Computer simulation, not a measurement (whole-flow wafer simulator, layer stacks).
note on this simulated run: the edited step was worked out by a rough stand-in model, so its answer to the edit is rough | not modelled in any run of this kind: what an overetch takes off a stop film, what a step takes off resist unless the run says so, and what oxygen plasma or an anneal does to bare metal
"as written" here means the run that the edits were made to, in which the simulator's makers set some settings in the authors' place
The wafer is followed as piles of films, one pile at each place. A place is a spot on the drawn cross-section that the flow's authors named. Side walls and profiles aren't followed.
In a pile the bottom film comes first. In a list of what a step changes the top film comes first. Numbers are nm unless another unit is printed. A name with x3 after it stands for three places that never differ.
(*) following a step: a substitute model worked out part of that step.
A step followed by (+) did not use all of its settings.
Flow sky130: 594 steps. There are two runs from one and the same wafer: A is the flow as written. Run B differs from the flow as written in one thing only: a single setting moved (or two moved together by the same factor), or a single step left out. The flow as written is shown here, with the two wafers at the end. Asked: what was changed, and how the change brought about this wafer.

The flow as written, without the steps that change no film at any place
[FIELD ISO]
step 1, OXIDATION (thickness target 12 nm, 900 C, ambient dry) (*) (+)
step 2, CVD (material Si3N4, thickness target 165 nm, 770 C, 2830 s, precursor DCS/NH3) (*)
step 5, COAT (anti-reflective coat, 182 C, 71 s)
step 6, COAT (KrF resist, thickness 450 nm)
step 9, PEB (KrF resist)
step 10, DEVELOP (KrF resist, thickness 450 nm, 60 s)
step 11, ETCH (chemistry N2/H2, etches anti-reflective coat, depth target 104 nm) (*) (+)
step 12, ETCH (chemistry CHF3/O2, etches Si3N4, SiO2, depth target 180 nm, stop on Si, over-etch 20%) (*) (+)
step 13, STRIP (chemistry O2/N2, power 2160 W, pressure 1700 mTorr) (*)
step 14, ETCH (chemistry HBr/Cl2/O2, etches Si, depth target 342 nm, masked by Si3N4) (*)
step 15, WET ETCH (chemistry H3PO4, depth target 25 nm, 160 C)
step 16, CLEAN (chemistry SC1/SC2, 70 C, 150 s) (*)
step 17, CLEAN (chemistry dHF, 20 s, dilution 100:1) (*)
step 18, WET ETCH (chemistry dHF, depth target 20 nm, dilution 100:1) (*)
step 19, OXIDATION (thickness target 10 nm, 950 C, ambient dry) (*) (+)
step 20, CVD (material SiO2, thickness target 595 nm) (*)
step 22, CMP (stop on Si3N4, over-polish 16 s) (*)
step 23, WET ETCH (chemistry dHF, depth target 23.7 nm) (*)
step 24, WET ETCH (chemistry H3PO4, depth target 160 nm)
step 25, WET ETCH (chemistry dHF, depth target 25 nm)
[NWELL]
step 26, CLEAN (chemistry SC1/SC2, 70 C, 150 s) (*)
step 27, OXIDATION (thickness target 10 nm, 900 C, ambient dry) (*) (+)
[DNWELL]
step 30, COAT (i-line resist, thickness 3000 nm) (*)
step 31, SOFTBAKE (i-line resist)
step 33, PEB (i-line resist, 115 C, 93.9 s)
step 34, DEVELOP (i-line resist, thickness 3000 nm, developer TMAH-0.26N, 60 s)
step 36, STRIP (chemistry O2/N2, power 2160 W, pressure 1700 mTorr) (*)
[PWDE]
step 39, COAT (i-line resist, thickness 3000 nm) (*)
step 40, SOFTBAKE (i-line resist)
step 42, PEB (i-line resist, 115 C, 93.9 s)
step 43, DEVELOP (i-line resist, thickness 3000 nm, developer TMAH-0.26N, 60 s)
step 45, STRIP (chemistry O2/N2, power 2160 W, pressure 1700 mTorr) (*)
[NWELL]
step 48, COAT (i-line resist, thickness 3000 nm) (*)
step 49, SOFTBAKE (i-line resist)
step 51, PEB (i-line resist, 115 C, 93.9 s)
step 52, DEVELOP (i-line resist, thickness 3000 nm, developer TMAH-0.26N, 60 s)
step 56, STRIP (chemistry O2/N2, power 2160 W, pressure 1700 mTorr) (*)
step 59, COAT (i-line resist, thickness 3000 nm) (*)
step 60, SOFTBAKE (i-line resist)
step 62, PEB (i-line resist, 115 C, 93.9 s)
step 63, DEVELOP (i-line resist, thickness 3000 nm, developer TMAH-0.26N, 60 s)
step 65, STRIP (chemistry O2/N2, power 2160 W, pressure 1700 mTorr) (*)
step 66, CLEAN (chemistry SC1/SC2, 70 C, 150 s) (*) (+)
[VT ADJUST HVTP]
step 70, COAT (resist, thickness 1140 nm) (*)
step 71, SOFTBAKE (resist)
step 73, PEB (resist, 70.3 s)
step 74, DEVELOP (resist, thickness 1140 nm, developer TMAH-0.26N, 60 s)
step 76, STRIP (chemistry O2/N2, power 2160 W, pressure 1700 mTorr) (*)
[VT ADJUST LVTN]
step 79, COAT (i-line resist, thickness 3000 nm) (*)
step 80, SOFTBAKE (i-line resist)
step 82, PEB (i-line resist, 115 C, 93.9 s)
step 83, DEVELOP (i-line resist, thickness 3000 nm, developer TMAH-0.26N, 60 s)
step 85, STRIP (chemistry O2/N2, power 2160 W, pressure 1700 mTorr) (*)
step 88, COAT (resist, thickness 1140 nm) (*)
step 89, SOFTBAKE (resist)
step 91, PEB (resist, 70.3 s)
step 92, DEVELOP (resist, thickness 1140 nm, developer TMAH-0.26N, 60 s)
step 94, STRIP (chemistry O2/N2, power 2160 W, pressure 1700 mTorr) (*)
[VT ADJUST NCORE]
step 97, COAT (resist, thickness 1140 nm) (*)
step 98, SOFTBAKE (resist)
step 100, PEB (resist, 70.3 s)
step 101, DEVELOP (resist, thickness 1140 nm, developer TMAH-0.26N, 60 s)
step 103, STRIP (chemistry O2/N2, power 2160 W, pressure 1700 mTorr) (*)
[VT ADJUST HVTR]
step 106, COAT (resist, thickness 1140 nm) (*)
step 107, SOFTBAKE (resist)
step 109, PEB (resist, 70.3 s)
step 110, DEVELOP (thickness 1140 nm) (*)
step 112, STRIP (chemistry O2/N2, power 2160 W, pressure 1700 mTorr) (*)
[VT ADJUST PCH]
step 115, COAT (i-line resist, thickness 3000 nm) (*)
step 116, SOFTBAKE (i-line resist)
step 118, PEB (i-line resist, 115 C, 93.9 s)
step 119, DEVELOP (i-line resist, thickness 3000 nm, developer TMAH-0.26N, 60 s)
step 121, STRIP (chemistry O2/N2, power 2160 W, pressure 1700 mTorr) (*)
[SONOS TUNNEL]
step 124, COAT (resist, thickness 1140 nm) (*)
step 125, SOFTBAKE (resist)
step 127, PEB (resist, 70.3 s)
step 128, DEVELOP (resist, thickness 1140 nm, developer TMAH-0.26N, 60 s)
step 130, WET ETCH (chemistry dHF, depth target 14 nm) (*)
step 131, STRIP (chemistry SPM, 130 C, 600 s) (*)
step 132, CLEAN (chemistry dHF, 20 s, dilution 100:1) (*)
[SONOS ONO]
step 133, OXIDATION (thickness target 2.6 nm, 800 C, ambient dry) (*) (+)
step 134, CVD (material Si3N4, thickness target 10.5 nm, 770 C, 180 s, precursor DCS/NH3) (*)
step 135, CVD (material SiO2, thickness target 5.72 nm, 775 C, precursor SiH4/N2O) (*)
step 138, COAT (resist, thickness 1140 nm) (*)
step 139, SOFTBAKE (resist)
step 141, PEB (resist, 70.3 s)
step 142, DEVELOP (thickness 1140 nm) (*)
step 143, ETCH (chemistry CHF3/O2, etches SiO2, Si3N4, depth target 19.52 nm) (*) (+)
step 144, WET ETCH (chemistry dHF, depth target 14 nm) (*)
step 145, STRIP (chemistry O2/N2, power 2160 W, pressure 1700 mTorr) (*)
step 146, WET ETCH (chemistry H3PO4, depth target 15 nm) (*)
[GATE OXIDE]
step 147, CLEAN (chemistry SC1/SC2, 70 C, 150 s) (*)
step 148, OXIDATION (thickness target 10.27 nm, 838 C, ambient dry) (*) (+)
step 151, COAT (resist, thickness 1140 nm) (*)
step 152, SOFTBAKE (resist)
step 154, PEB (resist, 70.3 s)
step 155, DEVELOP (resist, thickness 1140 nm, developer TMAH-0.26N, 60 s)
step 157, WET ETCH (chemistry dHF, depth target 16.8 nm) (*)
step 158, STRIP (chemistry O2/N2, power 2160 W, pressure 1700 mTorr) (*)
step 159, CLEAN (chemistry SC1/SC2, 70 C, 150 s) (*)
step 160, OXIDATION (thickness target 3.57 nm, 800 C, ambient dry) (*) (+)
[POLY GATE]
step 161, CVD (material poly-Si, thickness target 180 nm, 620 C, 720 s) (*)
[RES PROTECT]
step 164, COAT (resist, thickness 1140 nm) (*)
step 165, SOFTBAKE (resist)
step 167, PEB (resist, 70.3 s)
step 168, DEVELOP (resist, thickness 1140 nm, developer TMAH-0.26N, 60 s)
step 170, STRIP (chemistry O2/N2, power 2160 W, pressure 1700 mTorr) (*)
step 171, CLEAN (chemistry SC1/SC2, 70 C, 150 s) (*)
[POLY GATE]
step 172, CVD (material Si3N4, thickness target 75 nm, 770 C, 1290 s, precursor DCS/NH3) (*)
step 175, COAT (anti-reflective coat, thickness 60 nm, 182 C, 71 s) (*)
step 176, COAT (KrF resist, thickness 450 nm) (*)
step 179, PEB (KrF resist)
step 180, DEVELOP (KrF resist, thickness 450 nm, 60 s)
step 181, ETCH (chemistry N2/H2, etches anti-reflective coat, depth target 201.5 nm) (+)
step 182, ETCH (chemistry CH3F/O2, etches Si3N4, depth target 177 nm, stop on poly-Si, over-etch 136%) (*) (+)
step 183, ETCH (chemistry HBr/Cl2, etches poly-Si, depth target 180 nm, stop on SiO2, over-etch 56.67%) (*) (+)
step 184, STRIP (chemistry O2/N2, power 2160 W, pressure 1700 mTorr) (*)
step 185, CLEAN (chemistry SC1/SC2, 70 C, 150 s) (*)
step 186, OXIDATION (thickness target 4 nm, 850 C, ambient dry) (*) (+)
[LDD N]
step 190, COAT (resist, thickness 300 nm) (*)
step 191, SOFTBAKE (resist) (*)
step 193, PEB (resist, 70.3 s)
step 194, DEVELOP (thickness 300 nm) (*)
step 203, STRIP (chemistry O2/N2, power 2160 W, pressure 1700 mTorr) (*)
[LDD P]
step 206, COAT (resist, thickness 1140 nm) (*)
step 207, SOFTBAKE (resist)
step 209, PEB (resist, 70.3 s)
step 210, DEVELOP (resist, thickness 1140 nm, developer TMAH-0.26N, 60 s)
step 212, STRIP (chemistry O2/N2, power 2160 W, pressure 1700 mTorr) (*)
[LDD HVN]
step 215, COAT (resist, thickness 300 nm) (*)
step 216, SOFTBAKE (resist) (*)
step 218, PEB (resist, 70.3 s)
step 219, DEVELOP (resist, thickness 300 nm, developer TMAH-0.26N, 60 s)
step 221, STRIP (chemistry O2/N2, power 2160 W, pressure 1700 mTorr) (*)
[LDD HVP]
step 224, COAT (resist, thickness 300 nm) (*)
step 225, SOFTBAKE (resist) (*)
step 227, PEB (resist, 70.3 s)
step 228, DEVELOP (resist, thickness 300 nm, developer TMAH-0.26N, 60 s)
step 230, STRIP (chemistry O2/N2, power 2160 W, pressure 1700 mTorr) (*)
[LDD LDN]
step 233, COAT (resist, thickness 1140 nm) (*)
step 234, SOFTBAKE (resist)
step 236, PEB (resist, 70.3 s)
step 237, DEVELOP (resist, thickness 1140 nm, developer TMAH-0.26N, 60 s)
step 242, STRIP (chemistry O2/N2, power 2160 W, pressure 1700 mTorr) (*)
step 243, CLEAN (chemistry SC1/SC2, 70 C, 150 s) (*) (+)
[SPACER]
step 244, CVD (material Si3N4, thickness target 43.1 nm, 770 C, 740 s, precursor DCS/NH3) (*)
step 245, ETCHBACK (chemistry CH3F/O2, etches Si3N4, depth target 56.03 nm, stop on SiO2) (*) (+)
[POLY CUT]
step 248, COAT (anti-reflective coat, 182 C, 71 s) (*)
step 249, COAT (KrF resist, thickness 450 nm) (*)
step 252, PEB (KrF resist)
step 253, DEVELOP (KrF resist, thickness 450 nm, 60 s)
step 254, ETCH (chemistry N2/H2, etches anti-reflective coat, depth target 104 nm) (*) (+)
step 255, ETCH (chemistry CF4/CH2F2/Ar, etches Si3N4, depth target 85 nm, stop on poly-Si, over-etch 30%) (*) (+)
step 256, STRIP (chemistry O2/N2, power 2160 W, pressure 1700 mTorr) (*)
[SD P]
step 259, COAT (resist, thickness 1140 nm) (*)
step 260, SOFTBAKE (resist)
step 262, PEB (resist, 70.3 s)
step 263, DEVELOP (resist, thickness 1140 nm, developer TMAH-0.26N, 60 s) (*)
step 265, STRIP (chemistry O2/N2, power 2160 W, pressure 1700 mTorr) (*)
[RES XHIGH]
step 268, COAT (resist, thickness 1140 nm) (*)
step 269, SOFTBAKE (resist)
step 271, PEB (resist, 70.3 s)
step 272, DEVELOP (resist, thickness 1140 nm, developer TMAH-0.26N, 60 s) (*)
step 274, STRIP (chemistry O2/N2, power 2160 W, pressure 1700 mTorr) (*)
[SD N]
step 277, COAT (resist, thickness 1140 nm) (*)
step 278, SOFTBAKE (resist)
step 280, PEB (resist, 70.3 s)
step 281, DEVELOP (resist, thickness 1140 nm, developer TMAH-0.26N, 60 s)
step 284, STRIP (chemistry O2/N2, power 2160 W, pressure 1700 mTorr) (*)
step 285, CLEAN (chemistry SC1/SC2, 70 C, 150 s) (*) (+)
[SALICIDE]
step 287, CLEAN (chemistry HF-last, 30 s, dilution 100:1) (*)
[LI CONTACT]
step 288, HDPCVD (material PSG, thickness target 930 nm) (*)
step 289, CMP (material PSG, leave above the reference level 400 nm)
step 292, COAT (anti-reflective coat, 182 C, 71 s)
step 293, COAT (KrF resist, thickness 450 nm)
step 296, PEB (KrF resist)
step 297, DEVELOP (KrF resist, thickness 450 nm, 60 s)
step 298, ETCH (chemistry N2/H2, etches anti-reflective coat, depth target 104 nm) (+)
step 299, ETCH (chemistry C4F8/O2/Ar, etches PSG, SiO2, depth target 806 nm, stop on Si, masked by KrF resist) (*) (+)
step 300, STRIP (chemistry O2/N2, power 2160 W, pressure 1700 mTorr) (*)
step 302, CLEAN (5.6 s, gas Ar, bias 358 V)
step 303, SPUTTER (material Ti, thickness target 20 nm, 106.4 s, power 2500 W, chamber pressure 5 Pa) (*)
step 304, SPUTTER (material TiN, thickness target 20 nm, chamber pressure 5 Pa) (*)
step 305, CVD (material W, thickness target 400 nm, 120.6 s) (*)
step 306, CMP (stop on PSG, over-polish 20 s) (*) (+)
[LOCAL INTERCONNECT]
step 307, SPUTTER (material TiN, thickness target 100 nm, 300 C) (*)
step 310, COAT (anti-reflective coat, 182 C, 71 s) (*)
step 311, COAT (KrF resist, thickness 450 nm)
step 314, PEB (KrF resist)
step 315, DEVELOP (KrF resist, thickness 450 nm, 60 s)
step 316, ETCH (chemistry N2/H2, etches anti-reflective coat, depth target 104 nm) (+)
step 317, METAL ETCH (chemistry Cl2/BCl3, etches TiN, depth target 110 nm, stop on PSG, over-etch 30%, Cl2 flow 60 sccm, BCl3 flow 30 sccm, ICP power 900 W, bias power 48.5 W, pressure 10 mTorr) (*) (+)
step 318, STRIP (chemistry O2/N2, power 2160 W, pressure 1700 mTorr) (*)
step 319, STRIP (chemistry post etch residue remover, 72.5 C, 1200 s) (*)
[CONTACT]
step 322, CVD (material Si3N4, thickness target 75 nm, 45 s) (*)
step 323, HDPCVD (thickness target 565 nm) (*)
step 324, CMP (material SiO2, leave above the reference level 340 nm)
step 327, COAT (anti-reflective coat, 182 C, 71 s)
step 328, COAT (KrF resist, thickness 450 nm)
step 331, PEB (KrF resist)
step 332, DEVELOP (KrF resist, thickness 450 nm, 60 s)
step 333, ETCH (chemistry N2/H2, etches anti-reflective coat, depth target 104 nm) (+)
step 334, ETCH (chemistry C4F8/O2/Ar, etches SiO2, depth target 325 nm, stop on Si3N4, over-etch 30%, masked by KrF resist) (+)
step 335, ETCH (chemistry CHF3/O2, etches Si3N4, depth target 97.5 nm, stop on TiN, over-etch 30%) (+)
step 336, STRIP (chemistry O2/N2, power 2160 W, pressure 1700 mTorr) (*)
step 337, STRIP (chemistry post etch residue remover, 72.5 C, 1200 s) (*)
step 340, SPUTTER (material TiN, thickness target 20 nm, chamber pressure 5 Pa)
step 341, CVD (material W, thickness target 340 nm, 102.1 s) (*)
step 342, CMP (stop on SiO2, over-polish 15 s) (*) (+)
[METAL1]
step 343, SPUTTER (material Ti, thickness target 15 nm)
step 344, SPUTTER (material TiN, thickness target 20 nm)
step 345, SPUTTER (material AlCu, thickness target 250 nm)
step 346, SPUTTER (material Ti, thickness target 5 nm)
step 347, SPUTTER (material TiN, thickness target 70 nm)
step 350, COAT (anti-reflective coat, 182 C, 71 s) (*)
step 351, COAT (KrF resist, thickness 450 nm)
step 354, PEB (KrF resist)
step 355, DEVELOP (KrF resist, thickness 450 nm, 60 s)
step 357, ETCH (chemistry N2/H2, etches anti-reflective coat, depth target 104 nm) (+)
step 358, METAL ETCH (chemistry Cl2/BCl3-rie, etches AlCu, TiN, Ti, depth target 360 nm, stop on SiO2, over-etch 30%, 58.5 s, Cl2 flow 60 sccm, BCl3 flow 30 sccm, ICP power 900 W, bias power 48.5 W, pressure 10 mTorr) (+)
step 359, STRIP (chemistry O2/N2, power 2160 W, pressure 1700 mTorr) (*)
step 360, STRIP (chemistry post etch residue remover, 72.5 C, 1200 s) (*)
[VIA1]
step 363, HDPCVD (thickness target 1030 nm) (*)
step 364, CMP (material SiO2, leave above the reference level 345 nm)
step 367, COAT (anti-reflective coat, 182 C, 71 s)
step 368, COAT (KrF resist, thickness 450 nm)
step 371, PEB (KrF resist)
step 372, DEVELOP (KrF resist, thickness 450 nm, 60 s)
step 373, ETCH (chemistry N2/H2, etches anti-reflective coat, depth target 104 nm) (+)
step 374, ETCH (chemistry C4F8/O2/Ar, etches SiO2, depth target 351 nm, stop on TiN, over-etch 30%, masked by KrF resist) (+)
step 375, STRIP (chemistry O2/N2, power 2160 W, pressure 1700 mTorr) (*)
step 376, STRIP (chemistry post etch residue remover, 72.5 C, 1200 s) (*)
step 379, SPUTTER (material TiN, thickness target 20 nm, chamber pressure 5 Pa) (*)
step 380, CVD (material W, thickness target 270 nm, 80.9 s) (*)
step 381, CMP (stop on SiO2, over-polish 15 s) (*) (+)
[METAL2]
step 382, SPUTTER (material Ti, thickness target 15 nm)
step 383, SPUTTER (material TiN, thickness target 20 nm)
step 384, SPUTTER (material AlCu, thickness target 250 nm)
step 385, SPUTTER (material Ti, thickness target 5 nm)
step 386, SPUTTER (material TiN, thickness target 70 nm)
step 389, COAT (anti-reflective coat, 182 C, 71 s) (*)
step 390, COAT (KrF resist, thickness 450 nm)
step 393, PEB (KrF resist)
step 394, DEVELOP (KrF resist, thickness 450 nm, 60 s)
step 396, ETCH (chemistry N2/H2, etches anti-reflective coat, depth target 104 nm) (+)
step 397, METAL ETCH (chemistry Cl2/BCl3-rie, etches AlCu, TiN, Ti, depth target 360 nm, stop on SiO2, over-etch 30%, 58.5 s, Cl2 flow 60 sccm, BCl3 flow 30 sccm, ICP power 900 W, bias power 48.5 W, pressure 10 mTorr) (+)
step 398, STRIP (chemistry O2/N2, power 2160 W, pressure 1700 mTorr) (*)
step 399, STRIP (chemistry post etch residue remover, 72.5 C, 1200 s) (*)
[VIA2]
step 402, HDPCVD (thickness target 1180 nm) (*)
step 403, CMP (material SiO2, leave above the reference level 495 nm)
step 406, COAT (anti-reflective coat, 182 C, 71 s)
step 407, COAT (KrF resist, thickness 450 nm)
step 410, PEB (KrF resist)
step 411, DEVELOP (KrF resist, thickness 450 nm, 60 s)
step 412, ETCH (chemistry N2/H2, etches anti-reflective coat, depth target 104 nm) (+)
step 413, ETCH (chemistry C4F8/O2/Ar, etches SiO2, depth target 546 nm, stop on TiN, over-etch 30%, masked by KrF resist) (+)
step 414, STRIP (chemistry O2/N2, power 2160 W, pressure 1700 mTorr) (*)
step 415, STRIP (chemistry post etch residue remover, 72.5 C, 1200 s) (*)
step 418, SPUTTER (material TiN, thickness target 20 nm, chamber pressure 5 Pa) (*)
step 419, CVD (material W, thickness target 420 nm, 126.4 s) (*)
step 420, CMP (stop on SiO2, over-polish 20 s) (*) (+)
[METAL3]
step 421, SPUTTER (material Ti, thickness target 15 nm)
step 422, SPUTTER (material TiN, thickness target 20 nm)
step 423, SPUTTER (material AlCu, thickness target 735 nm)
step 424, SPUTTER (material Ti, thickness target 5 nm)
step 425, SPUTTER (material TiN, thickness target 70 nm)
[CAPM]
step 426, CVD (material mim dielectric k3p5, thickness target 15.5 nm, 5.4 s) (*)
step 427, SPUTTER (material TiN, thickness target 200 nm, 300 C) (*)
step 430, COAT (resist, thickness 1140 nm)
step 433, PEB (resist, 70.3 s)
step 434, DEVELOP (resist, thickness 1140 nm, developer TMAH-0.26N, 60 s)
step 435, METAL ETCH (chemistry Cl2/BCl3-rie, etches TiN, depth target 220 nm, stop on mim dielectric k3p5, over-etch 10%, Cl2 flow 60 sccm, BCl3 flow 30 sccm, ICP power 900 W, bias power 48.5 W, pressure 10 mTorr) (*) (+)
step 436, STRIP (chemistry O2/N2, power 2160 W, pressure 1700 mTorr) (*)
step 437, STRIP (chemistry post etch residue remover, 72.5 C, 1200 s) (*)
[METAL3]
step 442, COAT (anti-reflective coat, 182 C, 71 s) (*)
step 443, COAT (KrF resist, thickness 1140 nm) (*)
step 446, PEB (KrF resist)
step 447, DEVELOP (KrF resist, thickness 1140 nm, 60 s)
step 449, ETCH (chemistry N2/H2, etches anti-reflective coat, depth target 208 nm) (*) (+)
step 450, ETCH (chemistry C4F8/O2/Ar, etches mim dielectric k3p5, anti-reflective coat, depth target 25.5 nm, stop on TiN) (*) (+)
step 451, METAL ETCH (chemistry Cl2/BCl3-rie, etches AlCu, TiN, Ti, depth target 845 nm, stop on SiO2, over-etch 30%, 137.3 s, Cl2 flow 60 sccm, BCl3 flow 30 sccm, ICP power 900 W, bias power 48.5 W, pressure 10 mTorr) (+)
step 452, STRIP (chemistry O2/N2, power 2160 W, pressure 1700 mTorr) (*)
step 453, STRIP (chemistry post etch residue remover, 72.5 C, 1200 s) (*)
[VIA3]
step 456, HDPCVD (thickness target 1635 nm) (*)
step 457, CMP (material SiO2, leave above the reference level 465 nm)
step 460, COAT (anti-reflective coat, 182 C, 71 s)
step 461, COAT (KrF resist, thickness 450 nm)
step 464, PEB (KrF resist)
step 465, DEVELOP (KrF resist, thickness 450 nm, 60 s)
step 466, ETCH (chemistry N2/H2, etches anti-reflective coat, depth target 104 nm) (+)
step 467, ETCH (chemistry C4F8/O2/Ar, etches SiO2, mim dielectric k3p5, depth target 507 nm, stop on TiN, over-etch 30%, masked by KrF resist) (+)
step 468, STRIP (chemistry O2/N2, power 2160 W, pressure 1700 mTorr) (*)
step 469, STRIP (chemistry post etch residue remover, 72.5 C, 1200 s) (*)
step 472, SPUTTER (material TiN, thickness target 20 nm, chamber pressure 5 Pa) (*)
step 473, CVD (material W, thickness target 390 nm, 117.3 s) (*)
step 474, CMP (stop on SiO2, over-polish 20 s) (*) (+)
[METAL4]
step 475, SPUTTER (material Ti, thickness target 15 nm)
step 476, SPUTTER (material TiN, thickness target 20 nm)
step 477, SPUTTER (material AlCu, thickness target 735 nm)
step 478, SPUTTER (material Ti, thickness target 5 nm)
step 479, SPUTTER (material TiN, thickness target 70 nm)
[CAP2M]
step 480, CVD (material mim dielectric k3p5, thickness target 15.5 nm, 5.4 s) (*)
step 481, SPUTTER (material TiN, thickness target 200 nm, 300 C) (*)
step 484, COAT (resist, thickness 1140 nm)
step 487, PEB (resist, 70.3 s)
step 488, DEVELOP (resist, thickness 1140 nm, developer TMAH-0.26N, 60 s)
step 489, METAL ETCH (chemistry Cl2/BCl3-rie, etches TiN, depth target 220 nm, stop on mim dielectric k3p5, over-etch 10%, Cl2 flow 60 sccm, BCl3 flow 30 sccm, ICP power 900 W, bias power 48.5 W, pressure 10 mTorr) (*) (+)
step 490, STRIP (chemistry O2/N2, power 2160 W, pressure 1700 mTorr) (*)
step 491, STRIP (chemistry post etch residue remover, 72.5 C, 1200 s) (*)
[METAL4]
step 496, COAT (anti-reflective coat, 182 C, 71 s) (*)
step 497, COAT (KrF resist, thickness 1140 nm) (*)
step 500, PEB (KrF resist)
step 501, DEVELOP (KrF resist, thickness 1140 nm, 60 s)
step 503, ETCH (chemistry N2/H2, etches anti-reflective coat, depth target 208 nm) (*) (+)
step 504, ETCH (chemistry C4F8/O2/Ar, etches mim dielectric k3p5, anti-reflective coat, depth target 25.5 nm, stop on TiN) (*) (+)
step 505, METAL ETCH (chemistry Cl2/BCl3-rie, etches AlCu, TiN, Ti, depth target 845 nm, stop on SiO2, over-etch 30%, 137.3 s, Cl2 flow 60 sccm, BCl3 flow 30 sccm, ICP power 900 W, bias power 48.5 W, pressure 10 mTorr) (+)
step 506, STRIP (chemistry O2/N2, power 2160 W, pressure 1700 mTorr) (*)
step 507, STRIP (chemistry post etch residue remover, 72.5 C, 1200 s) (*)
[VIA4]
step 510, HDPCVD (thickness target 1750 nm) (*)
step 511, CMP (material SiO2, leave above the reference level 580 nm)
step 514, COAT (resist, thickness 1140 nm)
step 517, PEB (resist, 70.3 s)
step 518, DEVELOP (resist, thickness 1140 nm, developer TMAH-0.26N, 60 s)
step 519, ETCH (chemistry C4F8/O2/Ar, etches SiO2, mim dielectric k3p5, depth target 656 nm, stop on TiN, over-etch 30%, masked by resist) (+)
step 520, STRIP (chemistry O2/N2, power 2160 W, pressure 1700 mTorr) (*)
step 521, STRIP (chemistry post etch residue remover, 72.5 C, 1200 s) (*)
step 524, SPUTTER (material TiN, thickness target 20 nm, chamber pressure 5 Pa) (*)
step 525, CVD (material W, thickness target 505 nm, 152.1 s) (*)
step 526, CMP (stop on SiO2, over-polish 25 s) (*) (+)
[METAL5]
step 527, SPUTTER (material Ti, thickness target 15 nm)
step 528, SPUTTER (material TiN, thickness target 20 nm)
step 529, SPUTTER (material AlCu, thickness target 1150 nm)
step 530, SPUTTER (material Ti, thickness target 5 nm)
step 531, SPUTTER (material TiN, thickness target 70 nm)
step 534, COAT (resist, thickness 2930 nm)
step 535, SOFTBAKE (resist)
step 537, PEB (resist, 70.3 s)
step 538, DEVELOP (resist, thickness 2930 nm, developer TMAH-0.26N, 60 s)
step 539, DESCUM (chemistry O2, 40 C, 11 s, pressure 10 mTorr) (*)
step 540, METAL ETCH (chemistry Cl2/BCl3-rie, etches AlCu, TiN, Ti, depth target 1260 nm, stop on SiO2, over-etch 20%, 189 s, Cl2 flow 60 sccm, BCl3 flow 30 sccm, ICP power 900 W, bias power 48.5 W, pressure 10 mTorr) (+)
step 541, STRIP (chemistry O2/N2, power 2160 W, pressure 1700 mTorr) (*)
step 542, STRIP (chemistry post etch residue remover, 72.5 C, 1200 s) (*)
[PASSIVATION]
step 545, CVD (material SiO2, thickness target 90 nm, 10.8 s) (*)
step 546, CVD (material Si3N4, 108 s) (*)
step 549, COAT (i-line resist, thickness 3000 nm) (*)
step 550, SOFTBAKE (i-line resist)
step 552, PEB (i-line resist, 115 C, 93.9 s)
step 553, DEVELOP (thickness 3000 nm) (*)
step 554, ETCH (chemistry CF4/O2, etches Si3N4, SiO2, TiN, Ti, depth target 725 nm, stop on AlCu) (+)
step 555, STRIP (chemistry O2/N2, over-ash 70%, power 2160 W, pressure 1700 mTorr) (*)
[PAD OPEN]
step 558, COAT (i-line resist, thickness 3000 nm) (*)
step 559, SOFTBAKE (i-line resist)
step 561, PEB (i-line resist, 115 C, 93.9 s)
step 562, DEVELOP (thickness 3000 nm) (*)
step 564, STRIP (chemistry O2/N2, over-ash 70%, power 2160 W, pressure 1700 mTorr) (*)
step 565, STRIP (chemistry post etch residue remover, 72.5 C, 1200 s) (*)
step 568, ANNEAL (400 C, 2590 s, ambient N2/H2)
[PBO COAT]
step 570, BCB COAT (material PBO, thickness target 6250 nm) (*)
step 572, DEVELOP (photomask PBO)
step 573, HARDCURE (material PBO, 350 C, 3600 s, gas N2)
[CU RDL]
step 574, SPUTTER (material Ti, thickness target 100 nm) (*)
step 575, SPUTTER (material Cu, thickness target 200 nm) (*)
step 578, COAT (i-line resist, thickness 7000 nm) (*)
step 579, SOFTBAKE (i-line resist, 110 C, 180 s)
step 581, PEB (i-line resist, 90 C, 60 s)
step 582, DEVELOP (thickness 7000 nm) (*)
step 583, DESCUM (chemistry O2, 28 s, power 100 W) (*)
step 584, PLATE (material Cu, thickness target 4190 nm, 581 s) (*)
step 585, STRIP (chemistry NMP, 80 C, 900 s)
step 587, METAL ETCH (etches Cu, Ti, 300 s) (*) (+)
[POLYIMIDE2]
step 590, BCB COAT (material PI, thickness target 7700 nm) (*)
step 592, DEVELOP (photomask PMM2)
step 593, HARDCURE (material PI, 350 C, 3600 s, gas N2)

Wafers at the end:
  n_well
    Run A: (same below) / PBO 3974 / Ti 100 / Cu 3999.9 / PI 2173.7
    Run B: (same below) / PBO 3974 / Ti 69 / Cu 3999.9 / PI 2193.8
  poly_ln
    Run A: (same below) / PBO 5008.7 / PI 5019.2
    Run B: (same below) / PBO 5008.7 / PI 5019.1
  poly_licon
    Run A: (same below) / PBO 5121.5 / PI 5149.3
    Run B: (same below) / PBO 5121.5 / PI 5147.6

What caused this: step 574, SPUTTER: thickness target 69 nm was run, whereas the flow has thickness target 100 nm.
The wafer itself shows it: n_well has Ti 69, and step 574 as written asks for 100 nm.

The path from the change to this, step by step:
  step 574, SPUTTER (material Ti, thickness target 100 nm) (*)
      field, active, n_well and 190 more: A Ti gains 100 (new film) | B Ti gains 69 (new film)
  step 587, METAL ETCH (etches Cu, Ti, 300 s) (*) (+)
      field, active, gate and 167 more: A Cu loses 200 (all of it), Ti loses 100 (all of it) | B Cu loses 200 (all of it), Ti loses 69 (all of it)
  step 590, BCB COAT (material PI, thickness target 7700 nm) (*)
      de16_gate_nw: A PI gains 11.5 um (new film) | B PI gains 11.47 um (new film)
